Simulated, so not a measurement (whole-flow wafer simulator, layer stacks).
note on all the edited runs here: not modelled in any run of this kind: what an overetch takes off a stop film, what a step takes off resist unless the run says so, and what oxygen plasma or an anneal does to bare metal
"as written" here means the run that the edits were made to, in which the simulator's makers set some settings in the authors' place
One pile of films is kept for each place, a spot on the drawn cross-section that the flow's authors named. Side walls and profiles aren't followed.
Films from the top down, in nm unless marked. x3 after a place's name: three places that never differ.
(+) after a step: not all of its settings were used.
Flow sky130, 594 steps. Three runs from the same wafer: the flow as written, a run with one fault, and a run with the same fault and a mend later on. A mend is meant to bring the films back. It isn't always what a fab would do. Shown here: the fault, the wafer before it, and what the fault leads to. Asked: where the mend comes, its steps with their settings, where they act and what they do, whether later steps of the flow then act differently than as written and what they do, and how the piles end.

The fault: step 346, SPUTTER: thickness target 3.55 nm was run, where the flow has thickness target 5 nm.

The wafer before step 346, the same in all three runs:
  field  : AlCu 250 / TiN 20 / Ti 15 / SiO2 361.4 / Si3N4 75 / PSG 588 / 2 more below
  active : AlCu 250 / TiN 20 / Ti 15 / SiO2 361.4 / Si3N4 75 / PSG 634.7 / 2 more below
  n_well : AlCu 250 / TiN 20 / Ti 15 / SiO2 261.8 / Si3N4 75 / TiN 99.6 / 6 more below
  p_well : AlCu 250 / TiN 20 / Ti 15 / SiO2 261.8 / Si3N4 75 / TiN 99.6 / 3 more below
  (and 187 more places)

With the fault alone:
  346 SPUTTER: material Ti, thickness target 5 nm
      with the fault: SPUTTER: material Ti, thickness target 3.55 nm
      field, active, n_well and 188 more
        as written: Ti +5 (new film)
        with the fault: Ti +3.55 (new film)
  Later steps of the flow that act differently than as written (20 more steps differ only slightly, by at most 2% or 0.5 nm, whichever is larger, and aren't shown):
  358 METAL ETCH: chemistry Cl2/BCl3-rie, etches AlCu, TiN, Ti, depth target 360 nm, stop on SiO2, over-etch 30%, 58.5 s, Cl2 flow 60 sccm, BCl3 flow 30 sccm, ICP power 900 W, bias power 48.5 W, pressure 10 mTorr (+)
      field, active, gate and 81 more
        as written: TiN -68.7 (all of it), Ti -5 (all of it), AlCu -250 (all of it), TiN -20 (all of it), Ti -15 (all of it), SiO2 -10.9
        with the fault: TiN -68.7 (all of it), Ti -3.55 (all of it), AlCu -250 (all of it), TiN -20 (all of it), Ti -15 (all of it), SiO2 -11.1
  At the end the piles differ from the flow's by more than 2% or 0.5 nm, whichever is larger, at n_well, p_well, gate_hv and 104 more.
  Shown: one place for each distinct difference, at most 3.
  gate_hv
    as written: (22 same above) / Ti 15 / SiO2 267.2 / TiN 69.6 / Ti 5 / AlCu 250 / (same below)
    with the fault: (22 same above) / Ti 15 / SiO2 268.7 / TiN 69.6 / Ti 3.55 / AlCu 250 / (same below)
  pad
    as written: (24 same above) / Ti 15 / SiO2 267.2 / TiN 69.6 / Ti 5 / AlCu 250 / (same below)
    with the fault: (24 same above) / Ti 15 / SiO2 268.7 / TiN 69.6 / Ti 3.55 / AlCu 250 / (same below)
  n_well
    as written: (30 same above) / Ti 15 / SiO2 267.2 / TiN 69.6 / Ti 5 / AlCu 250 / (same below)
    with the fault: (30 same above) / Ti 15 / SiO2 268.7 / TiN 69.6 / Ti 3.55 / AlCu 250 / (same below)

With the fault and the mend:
  The mend comes after step 346.
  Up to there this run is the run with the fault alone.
  346a SPUTTER: material Ti, thickness target 1.45 nm (the flow's step 346 once more, with other settings)
      field, active, n_well and 188 more
        Ti +1.45
  No later step of the flow acts differently than as written at any place that is followed.
  At the end the piles are the same as the flow's at every place that both follow.
